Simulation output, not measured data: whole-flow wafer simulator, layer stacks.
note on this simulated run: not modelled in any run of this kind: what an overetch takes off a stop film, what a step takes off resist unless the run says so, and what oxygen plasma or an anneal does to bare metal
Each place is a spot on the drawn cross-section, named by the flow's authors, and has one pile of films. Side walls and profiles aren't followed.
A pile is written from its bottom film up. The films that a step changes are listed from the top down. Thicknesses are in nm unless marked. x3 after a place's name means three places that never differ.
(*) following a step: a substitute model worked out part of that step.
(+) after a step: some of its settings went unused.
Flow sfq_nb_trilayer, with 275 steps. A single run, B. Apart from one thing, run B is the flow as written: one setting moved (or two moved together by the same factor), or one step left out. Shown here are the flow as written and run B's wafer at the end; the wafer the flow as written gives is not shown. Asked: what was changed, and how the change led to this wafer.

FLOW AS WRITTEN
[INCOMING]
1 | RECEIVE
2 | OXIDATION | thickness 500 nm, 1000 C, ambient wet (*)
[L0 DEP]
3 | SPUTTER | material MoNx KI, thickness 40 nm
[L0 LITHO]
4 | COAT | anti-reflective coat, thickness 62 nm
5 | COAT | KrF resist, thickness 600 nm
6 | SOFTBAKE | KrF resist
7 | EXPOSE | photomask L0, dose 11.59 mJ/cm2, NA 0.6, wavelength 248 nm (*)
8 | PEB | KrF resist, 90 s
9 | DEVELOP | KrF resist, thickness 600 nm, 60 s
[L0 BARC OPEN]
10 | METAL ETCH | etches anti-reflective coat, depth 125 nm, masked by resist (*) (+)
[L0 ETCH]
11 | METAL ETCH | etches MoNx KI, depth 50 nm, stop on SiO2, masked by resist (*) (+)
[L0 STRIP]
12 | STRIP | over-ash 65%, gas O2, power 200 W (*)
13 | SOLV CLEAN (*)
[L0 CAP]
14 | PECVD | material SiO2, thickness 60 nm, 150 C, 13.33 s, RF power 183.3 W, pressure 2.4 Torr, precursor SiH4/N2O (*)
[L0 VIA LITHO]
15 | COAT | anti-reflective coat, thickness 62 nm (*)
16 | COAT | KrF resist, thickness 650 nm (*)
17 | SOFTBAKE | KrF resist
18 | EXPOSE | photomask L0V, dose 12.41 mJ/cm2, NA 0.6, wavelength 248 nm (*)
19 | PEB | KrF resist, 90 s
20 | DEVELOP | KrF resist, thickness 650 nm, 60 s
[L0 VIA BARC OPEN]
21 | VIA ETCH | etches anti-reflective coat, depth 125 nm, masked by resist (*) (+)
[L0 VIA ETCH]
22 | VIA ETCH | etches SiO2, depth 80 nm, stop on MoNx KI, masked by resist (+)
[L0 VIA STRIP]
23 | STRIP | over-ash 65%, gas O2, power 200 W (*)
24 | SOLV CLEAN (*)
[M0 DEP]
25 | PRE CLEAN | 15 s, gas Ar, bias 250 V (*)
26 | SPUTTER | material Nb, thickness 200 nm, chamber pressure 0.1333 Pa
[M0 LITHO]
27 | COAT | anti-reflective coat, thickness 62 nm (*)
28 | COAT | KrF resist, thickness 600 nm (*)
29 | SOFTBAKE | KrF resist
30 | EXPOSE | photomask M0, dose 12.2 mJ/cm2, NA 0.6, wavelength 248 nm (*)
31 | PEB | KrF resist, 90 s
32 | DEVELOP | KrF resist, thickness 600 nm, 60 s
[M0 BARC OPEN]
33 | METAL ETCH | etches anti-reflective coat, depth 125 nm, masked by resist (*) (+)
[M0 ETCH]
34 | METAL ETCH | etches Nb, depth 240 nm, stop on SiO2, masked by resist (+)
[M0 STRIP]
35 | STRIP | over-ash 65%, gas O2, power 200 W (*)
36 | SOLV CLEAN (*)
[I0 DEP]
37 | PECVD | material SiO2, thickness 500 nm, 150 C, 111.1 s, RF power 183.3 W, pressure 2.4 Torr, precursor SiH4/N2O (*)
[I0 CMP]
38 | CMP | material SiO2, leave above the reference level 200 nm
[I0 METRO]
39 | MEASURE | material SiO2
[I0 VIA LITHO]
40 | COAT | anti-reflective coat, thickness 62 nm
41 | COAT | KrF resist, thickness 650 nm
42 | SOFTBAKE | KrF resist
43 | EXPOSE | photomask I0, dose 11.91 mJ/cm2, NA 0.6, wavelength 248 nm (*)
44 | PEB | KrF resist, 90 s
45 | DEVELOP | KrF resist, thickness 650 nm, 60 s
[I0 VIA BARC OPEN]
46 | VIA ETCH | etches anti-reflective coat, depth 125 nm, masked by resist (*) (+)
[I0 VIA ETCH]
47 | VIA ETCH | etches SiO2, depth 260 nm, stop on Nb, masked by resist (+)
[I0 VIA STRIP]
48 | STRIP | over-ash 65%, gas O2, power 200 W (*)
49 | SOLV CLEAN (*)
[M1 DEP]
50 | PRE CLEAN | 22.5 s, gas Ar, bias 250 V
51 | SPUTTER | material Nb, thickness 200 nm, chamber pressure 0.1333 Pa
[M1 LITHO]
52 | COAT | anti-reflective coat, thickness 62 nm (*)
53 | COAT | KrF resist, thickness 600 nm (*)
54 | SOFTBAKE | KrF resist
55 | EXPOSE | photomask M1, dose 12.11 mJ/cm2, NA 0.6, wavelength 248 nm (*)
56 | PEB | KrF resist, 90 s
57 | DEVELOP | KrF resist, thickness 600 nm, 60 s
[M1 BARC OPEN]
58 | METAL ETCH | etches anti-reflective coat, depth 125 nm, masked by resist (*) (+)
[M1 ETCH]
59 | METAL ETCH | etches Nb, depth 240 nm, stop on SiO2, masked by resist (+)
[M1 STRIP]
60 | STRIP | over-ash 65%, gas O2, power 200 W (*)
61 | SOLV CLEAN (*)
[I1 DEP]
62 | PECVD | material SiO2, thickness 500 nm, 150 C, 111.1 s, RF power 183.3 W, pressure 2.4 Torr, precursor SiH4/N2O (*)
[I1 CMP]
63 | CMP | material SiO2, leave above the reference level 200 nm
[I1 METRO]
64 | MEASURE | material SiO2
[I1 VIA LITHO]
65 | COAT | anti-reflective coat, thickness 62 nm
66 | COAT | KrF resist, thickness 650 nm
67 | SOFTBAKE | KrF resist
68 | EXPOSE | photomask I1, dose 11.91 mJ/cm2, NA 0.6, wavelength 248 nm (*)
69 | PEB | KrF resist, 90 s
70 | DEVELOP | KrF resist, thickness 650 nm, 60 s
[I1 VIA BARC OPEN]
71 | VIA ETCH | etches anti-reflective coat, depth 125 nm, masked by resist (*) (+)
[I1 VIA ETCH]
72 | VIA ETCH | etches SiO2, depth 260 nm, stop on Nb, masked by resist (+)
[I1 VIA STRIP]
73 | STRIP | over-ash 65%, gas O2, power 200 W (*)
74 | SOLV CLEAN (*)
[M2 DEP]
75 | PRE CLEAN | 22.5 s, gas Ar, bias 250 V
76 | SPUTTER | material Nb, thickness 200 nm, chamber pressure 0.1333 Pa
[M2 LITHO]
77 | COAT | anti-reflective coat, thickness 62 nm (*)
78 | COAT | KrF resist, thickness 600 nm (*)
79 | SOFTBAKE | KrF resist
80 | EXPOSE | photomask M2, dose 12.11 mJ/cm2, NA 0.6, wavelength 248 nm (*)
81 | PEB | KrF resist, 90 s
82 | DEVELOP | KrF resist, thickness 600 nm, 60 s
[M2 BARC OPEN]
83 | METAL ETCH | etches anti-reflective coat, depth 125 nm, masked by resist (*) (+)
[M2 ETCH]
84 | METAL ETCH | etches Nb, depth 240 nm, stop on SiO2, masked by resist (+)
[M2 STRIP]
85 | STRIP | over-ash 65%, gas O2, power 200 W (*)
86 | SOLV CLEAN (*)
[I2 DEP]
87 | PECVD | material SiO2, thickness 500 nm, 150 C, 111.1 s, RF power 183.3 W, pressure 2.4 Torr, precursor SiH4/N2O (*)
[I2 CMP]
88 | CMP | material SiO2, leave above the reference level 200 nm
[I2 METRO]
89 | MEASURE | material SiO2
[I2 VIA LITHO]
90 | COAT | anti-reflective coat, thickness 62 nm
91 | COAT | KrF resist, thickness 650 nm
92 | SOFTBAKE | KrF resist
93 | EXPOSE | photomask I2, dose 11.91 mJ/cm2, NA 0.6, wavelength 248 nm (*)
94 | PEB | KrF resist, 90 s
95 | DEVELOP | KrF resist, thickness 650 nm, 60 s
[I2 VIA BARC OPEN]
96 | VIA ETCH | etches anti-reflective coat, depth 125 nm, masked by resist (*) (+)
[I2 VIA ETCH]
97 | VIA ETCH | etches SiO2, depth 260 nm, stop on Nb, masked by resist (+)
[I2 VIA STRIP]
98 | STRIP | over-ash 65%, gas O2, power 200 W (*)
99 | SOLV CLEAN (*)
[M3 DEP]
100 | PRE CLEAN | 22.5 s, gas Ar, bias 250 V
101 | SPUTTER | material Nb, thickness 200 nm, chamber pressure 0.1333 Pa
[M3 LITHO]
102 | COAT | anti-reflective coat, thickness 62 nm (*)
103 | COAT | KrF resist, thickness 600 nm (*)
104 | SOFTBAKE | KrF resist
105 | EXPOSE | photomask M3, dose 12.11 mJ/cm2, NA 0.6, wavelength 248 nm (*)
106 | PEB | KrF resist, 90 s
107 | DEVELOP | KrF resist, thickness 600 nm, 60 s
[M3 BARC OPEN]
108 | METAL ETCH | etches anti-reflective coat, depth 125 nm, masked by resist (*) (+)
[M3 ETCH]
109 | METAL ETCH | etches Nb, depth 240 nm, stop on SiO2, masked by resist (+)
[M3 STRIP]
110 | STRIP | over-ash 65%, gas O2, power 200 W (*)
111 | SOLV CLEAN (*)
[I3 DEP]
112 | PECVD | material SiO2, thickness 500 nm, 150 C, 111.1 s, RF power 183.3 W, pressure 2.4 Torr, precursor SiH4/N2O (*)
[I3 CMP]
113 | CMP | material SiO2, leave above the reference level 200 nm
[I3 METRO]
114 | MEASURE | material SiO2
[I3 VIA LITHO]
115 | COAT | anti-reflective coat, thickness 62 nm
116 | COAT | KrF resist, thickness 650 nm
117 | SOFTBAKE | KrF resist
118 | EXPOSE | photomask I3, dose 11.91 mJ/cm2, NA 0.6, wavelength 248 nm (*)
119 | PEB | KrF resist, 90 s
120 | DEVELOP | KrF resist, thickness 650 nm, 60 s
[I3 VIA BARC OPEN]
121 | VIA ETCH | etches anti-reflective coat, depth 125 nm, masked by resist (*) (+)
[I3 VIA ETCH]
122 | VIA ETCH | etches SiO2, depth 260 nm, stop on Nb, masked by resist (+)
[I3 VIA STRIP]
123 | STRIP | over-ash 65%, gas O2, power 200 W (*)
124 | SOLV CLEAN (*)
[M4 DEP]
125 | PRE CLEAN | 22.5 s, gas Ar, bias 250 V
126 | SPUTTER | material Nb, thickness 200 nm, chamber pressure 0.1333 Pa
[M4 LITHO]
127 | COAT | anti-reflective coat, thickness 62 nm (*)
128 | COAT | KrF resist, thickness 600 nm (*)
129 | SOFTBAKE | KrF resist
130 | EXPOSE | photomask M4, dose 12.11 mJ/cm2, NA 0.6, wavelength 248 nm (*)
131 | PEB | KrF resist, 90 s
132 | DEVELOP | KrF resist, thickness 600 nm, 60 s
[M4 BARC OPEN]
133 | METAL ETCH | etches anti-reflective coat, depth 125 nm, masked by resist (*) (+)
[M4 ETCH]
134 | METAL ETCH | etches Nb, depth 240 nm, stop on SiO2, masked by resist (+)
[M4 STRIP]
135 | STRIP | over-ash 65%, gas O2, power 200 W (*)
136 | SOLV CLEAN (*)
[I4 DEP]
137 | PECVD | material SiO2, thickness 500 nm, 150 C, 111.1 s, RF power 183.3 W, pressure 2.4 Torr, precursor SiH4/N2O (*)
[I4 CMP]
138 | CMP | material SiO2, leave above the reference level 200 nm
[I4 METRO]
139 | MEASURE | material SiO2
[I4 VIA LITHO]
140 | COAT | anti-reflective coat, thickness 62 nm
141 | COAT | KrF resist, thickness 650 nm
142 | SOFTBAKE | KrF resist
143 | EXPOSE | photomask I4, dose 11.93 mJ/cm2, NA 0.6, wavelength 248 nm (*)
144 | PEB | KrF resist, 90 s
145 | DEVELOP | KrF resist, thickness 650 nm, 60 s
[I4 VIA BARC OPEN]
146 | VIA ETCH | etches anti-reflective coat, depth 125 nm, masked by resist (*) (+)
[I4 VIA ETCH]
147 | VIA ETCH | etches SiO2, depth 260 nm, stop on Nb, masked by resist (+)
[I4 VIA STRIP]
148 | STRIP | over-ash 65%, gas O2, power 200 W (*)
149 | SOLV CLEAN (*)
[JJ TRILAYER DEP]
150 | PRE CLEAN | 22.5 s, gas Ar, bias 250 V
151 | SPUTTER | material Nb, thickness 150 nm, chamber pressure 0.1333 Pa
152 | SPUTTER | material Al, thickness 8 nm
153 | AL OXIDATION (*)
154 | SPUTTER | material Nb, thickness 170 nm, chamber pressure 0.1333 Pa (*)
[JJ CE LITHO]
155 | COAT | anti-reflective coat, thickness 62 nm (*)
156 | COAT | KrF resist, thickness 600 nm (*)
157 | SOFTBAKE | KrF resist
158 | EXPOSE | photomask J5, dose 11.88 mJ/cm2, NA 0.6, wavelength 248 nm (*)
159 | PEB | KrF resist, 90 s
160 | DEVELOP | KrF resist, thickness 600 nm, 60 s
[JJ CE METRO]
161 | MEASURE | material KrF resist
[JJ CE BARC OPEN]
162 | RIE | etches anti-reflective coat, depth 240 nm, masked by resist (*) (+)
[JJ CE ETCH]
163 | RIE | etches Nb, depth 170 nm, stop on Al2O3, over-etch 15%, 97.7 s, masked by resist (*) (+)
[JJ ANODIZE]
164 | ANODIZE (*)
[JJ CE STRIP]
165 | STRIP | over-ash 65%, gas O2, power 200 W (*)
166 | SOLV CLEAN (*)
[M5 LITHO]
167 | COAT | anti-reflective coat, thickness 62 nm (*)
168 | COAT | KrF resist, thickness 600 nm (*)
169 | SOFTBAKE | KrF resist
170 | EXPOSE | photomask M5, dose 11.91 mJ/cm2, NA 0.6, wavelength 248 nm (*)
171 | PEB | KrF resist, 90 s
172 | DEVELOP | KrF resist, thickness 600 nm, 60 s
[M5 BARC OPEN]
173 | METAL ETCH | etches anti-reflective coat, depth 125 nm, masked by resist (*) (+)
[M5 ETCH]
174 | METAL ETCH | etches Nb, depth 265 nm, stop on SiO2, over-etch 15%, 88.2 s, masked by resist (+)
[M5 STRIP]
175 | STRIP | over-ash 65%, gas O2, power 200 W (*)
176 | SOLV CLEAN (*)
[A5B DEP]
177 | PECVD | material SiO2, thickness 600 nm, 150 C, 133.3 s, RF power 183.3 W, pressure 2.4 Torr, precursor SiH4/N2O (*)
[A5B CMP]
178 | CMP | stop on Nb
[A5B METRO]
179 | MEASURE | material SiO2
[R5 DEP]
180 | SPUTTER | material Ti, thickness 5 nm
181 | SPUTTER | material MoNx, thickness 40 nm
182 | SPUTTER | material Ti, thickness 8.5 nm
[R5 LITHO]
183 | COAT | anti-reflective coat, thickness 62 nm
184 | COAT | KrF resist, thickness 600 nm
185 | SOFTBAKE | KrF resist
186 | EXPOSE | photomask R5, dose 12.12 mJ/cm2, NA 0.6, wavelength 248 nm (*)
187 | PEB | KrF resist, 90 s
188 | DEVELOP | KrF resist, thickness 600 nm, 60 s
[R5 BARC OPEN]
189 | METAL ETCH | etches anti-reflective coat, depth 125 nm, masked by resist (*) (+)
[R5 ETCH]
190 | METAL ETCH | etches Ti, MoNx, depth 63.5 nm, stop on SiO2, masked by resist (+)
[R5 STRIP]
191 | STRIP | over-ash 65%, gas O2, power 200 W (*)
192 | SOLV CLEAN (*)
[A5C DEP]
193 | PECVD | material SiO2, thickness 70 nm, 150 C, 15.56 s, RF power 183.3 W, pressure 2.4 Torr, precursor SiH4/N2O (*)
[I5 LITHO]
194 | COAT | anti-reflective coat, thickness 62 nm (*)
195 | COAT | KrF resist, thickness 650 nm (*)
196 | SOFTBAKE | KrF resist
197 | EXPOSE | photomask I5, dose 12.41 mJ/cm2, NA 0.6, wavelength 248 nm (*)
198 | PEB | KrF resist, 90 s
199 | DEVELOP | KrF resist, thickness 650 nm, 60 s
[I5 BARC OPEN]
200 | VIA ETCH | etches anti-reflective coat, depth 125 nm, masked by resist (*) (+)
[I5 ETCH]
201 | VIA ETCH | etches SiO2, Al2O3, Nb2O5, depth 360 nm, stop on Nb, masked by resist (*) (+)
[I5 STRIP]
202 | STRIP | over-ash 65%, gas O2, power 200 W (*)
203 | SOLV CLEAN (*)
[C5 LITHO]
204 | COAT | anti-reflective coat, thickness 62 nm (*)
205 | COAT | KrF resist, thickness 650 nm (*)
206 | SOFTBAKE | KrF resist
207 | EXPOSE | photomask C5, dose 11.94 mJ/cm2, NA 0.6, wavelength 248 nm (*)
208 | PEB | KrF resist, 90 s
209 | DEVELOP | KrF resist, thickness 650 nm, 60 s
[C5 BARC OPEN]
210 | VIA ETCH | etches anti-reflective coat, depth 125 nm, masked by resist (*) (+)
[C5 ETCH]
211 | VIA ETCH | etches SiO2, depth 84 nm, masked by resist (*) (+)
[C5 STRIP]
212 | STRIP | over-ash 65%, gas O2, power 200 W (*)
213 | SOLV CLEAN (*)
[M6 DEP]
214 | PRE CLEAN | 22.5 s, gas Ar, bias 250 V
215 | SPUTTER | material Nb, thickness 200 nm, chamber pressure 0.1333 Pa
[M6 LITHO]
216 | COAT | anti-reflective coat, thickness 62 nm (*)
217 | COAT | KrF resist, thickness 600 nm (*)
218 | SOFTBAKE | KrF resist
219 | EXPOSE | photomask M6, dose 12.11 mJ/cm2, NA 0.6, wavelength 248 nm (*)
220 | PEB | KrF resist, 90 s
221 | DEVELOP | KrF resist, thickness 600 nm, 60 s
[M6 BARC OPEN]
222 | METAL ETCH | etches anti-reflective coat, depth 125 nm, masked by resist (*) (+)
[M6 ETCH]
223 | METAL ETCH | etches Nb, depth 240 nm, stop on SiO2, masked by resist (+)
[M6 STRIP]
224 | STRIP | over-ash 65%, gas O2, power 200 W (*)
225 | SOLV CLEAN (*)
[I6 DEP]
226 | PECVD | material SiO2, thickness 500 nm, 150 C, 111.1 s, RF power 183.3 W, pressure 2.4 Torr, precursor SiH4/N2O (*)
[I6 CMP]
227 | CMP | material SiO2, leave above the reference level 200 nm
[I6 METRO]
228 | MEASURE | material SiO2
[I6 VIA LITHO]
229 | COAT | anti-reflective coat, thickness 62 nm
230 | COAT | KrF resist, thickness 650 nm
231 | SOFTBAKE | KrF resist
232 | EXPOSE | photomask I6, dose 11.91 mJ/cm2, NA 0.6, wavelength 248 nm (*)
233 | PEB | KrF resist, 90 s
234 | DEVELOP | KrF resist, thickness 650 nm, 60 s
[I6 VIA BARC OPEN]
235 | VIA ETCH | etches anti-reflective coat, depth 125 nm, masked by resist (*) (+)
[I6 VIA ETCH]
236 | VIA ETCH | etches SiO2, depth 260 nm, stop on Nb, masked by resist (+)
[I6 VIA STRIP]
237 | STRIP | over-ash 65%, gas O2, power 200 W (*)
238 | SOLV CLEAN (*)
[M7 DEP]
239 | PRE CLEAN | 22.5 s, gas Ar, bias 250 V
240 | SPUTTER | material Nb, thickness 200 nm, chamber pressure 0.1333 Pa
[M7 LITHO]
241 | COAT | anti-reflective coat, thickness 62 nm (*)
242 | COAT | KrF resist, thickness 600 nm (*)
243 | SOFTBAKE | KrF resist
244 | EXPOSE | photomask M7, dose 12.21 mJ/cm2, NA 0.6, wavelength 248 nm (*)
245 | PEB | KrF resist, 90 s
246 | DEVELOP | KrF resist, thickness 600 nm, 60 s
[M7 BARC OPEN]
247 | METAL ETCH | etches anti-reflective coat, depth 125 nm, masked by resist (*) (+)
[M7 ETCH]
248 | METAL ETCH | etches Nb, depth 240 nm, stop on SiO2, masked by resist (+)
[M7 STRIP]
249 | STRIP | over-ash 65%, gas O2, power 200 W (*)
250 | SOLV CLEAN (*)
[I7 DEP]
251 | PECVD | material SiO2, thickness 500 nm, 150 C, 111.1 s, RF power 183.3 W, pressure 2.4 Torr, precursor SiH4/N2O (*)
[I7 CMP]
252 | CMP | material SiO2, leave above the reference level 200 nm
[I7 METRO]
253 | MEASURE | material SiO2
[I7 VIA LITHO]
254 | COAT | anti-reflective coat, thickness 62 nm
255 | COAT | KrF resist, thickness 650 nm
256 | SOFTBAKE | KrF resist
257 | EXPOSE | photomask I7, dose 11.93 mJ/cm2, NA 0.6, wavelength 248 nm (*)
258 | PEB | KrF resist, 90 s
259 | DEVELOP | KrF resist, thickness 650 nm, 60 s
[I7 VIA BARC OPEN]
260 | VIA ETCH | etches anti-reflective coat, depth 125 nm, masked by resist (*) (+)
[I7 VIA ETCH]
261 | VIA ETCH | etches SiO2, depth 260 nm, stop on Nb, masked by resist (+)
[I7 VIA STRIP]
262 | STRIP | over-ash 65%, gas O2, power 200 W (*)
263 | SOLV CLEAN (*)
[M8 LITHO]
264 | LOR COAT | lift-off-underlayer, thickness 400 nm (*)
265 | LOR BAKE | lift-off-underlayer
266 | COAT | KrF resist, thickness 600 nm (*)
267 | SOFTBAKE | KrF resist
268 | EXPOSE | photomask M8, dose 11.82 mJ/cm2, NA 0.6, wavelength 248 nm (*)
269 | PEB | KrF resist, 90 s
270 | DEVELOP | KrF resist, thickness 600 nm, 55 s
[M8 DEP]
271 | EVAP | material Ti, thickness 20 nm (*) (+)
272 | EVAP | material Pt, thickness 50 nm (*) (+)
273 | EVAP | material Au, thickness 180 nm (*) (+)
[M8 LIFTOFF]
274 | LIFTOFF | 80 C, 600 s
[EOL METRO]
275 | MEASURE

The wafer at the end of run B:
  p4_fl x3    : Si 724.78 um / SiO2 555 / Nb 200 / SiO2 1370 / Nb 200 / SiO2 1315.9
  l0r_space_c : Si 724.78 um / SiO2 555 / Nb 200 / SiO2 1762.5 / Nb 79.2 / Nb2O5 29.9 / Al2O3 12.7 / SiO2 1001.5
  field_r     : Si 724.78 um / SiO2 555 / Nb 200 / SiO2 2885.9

What caused this: step 151, SPUTTER: thickness 90 nm was run, though the flow has thickness 150 nm.

Step by step, how the change led to this:
  151 | SPUTTER | material Nb, thickness 150 nm, chamber pressure 0.1333 Pa
      field_l, v_sur, via_sp and 100 more: Nb gains 90 (new film) (as written it would have been: Nb gains 150 (new film))
      via_wl, via_wr: Nb gains 64.3 (as written it would have been: Nb gains 130.4)
      (and at 1 other place as well)
  154 | SPUTTER | material Nb, thickness 170 nm, chamber pressure 0.1333 Pa (*)
      via_w: Nb gains 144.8 (new film) (as written it would have been: Nb gains 141 (new film))
  155 | COAT | anti-reflective coat, thickness 62 nm (*)
      via_wl, via_wr: anti-reflective coat gains 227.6 (new film) (as written it would have been: anti-reflective coat gains 209.4 (new film))
  162 | RIE | etches anti-reflective coat, depth 240 nm, masked by resist (*) (+)
      ce_l, c5j, ce_r, wl_jj: KrF resist loses 227.6 (as written it would have been: KrF resist loses 209.4)
      via_wl, via_wr: anti-reflective coat loses 227.6 (all of it) (as written it would have been: anti-reflective coat loses 209.4 (all of it))
  163 | RIE | etches Nb, depth 170 nm, stop on Al2O3, over-etch 15%, 97.7 s, masked by resist (*) (+)
      via_w: Nb loses 144.8 (all of it), Al2O3 loses 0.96 (all of it) (as written it would have been: Nb loses 141 (all of it), Al2O3 loses 0.96 (all of it))
  164 | ANODIZE (*)
      via_wl, via_wr: Al2O3 gains 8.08 (new film), Nb2O5 gains 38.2 (new film), Al loses 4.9 (all of it), Nb loses 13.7 (as written it would have been: Al2O3 gains 7.52 (new film), Nb2O5 gains 39.2 (new film), Al loses 4.56 (all of it), Nb loses 14.1)
  165 | STRIP | over-ash 65%, gas O2, power 200 W (*)
      c5j, ce_r: KrF resist loses 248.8 (all of it), anti-reflective coat loses 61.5 (all of it) (as written it would have been: KrF resist loses 266.9 (all of it), anti-reflective coat loses 61.5 (all of it))
      ce_l: KrF resist loses 248.7 (all of it), anti-reflective coat loses 61.5 (all of it) (as written it would have been: KrF resist loses 266.8 (all of it), anti-reflective coat loses 61.4 (all of it))
      (and at 1 other place as well)
  167 | COAT | anti-reflective coat, thickness 62 nm (*)
      via_wl: anti-reflective coat gains 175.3 (new film) (as written it would have been: anti-reflective coat gains 170.5 (new film))
      via_w: anti-reflective coat gains 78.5 (new film) (as written it would have been: anti-reflective coat gains 84.1 (new film))
      (and at 2 other places as well)
  174 | METAL ETCH | etches Nb, depth 265 nm, stop on SiO2, over-etch 15%, 88.2 s, masked by resist (+)
      field_l, r_sur, res and 50 more: Al2O3 loses 12.6 (all of it), Nb2O5 loses 29.9 (all of it), Nb loses 79.2 (all of it), SiO2 loses 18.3 (as written it would have been: Al2O3 loses 12.6 (all of it), Nb2O5 loses 29.9 (all of it), Nb loses 139.2 (all of it), SiO2 loses 12.3)
  175 | STRIP | over-ash 65%, gas O2, power 200 W (*)
      via_wl: KrF resist loses 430 (all of it), anti-reflective coat loses 175.3 (all of it) (as written it would have been: KrF resist loses 427 (all of it), anti-reflective coat loses 170.5 (all of it))
      via_w: KrF resist loses 497.3 (all of it), anti-reflective coat loses 78.5 (all of it) (as written it would have been: KrF resist loses 503.5 (all of it), anti-reflective coat loses 84.1 (all of it))
      (and at 2 other places as well)
  177 | PECVD | material SiO2, thickness 600 nm, 150 C, 133.3 s, RF power 183.3 W, pressure 2.4 Torr, precursor SiH4/N2O (*)
      via_wl, via_wr: SiO2 gains 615 (new film) (as written it would have been: SiO2 gains 600 (new film))
  178 | CMP | stop on Nb
      field_l, p4_fl x3, p4_w1 x9 and 29 more: SiO2 loses 313.3 (as written it would have been: SiO2 loses 259.3)
      r_sur, res, r_end, moat, field_r, lsp_l: SiO2 loses 313.3 (as written it would have been: SiO2 loses 252.3)
      (and at 8 other places as well)
